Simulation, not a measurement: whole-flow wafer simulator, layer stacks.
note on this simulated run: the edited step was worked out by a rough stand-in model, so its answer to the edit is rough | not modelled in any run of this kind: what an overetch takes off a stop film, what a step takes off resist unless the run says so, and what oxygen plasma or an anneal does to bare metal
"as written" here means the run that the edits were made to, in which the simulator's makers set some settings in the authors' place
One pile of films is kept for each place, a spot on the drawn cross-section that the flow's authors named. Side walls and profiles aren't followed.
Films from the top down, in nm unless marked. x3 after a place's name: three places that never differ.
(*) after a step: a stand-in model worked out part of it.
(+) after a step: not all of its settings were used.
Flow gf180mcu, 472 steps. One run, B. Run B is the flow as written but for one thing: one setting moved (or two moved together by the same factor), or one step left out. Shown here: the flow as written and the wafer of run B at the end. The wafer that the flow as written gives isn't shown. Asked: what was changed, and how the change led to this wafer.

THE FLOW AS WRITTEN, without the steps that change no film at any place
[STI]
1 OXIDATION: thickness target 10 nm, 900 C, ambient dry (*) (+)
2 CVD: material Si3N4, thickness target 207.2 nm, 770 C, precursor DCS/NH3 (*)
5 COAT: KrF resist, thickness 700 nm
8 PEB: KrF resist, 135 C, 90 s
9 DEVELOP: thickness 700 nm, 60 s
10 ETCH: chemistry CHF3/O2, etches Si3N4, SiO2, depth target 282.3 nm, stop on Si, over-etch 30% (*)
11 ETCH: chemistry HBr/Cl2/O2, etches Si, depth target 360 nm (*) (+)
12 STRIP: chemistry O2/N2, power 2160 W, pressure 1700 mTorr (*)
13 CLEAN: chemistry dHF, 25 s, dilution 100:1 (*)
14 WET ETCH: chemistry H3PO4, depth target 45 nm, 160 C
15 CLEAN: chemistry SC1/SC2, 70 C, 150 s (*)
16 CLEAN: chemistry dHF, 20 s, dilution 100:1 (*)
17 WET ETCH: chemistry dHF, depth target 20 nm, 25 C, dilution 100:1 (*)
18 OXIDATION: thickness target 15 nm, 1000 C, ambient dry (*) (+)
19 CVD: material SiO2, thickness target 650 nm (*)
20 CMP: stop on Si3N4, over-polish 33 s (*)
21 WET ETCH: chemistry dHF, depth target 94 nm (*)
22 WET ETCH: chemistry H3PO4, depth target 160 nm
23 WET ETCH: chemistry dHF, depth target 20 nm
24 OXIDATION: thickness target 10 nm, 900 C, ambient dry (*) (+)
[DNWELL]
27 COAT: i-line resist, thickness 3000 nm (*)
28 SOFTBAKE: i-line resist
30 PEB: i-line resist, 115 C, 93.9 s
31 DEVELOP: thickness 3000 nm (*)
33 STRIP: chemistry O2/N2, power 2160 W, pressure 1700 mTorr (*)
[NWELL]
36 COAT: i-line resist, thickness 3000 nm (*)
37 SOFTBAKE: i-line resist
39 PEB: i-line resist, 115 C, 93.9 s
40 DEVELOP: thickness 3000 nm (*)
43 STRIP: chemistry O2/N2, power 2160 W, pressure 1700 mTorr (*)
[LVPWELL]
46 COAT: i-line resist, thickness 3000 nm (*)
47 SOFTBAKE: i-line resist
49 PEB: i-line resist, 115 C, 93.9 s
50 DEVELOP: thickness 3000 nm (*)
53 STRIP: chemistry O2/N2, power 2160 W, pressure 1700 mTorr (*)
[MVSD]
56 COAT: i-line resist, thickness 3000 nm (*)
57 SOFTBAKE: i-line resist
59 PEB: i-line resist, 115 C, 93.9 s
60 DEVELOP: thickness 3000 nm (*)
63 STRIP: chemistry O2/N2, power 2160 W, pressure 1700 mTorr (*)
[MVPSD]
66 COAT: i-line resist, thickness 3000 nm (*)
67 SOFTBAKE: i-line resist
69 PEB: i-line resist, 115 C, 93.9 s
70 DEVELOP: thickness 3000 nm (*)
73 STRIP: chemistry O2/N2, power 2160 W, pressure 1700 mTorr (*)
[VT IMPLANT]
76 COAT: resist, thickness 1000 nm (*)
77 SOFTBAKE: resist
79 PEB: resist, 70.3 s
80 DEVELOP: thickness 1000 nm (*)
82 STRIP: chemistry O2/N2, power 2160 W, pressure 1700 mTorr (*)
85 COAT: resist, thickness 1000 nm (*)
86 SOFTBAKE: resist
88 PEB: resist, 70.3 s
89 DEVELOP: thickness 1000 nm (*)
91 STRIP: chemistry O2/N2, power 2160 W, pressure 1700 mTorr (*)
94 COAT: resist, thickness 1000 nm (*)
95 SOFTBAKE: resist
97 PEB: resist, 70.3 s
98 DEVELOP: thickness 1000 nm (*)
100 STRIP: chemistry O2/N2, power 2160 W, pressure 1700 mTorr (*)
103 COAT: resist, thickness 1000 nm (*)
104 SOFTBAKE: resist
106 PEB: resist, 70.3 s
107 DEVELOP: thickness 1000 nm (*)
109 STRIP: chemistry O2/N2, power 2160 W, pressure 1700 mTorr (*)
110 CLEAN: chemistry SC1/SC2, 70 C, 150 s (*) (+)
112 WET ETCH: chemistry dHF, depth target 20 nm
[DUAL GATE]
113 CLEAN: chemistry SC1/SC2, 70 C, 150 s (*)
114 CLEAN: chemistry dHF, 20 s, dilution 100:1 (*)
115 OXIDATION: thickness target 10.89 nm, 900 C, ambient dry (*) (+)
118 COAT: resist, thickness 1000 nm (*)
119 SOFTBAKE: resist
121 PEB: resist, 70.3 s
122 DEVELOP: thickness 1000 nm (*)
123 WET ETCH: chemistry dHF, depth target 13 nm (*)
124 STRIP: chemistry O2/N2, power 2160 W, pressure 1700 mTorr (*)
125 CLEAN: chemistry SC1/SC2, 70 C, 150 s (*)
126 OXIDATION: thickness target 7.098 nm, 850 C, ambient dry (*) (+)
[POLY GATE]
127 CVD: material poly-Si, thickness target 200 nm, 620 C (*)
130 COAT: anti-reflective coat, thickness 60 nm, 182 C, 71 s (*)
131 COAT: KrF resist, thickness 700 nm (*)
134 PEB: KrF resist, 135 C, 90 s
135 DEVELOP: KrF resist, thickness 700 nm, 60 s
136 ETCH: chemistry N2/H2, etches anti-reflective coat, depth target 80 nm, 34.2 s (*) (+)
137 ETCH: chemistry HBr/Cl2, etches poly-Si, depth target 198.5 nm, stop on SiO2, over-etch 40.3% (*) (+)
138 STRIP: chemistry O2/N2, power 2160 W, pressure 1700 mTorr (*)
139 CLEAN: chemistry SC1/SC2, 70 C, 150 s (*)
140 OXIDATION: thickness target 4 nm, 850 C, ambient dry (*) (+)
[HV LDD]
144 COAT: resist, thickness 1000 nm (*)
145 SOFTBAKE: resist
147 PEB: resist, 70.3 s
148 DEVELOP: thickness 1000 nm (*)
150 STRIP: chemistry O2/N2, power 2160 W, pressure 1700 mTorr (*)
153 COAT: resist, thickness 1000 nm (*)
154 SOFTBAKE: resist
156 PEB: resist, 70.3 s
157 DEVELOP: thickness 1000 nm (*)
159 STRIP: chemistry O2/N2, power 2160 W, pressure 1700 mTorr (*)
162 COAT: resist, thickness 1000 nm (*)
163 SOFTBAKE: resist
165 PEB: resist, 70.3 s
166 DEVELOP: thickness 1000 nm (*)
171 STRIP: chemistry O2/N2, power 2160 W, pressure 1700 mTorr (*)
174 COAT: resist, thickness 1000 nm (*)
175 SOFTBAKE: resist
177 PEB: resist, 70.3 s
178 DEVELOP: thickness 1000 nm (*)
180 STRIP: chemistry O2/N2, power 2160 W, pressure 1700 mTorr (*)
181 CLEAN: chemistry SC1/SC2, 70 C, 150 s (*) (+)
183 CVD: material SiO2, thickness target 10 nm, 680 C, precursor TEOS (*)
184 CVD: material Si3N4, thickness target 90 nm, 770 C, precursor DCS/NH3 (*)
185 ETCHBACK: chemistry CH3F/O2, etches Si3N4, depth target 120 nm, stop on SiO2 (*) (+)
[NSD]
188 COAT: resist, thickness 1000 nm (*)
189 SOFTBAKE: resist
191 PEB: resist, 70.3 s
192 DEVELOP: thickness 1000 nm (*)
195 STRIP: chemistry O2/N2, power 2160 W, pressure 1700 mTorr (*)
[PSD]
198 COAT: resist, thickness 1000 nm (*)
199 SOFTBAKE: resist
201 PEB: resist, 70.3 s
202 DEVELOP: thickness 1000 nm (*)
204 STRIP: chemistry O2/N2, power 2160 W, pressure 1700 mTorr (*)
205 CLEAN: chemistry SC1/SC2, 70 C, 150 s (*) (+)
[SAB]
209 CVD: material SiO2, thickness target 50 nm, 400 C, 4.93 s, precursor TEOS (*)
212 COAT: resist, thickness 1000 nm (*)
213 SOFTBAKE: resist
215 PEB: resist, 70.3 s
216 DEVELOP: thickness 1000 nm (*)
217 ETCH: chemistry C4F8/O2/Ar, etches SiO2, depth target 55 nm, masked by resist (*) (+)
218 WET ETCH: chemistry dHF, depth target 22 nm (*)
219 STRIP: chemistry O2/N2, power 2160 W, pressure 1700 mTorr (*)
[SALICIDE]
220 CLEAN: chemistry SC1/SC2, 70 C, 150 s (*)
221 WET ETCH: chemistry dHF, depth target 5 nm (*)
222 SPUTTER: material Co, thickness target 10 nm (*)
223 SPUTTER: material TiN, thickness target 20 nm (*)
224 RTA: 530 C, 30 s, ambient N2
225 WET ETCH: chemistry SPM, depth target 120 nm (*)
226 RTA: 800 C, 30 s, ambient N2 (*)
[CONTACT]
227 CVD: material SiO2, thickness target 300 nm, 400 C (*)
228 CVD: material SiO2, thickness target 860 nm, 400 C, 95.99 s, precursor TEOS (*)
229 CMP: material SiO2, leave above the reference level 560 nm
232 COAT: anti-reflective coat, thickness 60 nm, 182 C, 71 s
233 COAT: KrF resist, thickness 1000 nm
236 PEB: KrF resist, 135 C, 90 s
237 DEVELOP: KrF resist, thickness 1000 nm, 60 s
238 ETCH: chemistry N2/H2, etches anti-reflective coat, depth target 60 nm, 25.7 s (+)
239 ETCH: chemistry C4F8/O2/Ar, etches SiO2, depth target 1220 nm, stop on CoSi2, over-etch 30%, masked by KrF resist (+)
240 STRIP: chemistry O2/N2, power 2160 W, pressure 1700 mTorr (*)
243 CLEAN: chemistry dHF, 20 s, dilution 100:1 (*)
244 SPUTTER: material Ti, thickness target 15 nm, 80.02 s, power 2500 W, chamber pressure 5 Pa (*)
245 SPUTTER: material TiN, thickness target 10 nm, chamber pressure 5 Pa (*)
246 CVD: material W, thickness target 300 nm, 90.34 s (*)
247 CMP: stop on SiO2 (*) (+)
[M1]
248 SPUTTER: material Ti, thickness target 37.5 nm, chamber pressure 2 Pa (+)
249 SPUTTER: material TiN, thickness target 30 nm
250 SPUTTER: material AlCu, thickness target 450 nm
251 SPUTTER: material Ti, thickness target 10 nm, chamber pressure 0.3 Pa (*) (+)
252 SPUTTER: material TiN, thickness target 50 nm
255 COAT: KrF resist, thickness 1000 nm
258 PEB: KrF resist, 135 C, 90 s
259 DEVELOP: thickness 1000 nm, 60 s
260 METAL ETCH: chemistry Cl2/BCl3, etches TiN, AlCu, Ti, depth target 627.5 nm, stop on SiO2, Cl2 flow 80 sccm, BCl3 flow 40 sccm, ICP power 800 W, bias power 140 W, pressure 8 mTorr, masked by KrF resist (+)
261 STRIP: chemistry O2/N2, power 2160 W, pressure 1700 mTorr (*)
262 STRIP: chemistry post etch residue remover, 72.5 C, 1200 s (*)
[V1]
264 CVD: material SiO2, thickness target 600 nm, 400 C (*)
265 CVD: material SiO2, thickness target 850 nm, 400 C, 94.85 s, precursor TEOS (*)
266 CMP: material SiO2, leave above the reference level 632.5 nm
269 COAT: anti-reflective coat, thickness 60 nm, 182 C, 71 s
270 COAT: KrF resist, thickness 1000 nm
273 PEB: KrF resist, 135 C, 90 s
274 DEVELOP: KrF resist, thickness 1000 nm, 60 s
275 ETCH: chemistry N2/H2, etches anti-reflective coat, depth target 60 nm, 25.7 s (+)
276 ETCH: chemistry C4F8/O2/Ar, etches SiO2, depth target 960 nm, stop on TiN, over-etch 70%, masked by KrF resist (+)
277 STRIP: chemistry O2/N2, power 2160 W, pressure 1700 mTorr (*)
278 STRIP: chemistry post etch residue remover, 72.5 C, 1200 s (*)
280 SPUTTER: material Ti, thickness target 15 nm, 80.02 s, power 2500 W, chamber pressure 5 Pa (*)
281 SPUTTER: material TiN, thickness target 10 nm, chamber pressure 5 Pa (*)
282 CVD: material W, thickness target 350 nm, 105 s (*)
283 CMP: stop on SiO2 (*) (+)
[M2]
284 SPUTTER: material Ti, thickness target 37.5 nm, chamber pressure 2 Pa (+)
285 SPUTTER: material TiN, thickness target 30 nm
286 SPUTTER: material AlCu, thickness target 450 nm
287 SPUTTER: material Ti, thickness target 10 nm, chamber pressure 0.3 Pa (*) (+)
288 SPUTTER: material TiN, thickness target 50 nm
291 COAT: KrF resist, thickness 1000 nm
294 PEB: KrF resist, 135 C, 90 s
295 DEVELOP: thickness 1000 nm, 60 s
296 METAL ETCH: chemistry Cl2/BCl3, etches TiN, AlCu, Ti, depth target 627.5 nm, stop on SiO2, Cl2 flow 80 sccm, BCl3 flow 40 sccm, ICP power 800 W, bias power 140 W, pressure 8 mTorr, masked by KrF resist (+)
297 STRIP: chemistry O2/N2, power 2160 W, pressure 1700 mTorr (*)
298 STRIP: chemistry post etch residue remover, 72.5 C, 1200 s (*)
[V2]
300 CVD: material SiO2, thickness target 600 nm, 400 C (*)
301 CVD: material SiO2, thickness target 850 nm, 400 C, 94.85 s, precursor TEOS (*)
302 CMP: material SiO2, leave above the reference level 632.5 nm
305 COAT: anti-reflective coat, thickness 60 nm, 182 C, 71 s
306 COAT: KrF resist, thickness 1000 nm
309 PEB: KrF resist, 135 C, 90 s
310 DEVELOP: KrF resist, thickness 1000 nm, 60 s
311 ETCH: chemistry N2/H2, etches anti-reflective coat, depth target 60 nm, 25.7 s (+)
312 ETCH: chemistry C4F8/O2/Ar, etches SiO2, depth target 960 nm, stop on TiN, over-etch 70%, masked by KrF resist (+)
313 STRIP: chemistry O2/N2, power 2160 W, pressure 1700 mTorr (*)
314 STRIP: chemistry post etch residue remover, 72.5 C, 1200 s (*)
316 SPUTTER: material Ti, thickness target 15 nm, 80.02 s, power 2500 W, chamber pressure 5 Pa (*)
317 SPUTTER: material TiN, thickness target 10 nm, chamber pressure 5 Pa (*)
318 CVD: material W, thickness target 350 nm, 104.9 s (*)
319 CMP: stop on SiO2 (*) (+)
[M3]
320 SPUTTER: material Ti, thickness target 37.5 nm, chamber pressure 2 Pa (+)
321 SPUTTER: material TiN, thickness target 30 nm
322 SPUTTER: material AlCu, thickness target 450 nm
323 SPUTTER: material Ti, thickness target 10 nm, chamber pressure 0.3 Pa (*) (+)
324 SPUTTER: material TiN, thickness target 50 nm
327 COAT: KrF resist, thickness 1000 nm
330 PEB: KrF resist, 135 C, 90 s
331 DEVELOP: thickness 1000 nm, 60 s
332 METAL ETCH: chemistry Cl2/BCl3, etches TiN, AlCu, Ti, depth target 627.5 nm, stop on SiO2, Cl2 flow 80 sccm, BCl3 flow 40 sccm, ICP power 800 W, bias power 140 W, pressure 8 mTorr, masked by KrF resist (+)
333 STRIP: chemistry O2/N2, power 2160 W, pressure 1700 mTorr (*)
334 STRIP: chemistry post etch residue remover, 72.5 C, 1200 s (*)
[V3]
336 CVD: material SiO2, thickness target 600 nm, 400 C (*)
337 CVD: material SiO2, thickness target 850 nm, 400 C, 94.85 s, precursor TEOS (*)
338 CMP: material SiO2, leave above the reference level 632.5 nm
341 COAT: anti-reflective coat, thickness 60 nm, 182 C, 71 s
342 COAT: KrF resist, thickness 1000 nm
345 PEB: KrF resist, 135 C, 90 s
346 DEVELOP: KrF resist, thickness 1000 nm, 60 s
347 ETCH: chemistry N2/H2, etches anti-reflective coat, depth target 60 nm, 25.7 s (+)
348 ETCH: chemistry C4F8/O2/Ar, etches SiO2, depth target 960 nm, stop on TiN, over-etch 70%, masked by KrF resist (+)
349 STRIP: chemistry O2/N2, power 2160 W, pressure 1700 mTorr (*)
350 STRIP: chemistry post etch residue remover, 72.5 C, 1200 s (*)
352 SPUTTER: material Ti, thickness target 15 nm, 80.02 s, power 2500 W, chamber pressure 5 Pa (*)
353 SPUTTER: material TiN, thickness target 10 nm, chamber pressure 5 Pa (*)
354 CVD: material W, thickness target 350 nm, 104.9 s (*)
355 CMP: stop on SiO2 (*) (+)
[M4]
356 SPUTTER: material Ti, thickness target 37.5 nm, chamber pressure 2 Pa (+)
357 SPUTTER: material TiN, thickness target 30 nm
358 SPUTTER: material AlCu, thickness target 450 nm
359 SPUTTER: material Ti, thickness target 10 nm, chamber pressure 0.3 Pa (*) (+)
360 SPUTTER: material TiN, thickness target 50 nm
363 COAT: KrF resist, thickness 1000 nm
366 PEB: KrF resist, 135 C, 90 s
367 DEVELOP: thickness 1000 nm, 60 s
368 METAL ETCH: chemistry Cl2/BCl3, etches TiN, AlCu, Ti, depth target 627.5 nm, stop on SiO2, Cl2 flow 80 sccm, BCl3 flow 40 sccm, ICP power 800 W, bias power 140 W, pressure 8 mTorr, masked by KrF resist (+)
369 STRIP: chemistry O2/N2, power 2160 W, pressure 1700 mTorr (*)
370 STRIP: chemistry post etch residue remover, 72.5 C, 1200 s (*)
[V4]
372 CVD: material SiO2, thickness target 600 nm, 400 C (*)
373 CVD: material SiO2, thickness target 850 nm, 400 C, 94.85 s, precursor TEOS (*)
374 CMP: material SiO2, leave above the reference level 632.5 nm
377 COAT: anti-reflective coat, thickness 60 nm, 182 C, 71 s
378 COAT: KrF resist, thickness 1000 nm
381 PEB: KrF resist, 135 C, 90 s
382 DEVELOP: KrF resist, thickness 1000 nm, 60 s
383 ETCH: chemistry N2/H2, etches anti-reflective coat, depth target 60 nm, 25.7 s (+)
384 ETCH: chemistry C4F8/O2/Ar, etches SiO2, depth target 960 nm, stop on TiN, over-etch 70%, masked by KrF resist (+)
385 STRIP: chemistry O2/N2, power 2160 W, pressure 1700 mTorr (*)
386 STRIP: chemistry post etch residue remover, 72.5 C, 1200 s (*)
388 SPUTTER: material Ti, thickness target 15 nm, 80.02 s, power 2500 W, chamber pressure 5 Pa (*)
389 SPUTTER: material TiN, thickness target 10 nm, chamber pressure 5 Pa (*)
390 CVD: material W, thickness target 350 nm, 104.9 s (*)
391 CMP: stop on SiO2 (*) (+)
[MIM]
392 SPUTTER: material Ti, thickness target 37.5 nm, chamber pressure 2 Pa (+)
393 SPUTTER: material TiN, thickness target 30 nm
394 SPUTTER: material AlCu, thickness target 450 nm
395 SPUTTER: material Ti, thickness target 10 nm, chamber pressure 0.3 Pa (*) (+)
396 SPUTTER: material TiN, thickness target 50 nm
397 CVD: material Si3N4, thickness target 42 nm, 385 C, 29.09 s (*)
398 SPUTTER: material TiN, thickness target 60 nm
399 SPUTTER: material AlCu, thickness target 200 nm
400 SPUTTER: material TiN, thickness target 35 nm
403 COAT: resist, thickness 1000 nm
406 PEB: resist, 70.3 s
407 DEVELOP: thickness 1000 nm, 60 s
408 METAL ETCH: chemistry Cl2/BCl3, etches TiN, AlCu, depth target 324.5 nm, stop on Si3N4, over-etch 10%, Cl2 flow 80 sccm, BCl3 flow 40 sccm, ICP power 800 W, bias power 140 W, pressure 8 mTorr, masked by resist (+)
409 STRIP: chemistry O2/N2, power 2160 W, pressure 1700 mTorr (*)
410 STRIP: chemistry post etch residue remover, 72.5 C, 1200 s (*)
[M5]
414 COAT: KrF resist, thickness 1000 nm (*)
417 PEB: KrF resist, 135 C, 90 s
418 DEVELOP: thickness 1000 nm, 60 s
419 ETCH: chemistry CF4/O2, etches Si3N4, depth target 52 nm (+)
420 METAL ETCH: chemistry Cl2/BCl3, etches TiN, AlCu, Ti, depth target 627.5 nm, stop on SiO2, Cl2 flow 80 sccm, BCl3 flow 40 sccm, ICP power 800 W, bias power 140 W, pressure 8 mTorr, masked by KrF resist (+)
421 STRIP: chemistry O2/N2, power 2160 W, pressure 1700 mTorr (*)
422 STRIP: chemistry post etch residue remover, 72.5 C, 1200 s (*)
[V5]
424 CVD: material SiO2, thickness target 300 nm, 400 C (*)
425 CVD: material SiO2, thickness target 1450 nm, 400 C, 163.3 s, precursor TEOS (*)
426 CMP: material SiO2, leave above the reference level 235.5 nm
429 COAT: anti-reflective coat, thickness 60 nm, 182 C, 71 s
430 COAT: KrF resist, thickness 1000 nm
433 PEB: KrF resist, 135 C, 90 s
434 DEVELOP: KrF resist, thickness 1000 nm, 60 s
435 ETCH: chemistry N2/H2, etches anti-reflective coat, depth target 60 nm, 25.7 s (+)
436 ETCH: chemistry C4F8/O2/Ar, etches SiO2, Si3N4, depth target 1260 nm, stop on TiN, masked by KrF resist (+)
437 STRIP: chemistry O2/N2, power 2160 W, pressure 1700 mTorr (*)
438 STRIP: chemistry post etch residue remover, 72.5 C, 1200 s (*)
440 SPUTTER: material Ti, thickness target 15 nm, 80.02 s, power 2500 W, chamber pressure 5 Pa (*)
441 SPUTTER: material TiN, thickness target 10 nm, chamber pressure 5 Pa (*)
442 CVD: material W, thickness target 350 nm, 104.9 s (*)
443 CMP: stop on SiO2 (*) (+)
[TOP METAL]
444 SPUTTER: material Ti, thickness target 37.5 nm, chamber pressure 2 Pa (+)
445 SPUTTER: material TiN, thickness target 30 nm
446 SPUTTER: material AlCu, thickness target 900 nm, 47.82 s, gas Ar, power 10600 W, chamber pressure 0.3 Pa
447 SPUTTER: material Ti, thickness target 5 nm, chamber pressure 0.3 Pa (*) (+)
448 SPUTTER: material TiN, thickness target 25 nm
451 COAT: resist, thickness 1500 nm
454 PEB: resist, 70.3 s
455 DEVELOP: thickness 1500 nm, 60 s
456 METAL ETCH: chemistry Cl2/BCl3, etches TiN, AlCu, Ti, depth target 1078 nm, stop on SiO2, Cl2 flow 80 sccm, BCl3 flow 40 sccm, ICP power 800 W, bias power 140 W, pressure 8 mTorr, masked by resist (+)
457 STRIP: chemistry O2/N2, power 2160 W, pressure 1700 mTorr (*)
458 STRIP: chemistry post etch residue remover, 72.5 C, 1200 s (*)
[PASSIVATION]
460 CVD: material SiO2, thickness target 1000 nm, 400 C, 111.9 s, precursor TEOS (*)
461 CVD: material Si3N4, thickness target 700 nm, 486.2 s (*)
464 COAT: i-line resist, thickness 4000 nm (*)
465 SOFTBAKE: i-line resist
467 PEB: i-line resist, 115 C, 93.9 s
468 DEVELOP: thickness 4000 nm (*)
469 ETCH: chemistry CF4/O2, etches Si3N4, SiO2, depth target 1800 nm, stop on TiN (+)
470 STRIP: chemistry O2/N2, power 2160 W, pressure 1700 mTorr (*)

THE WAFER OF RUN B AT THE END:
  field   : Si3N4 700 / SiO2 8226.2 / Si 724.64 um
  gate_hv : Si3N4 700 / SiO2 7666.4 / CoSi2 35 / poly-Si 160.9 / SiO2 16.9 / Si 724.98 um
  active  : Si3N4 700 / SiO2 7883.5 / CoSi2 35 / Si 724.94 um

The cause: step 126, OXIDATION: thickness target 10.15 nm was run, where the flow has thickness target 7.098 nm.

How the change led to this, step by step:
  126 OXIDATION: thickness target 7.098 nm, 850 C, ambient dry (*) (+)
      gate_hv, active_hv, active_nat and 25 more: SiO2 +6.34, Si -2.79 (as written it would be: SiO2 +3.72, Si -1.64)
      active, n_well, p_well and 12 more: SiO2 +10.2 (new film), chemical SiO2 -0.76 (all of it), Si -4.13 (as written it would be: SiO2 +7.1 (new film), chemical SiO2 -0.76 (all of it), Si -2.79)
  189 SOFTBAKE: resist
      nw_enc_fld_lv__w3: resist -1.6 (as written it would be: resist +2.11)
  199 SOFTBAKE: resist
      nw_enc_fld_lv__w3: resist -1.6 (as written it would be: resist +2.11)
  218 WET ETCH: chemistry dHF, depth target 22 nm (*)
      active, p_well, sd_n, iso_ptap_pw, iso_ntap_nw, iso_ptap_sub, vpnp_e: SiO2 -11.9 (all of it) (as written it would be: SiO2 -9.01 (all of it))
      ldn_tap, ldn_src, ldn_drn, ldp_tap, ldp_src, ldp_drn, ldp_gr: SiO2 -18.5 (all of it) (as written it would be: SiO2 -16 (all of it))
      (and at 9 more places)
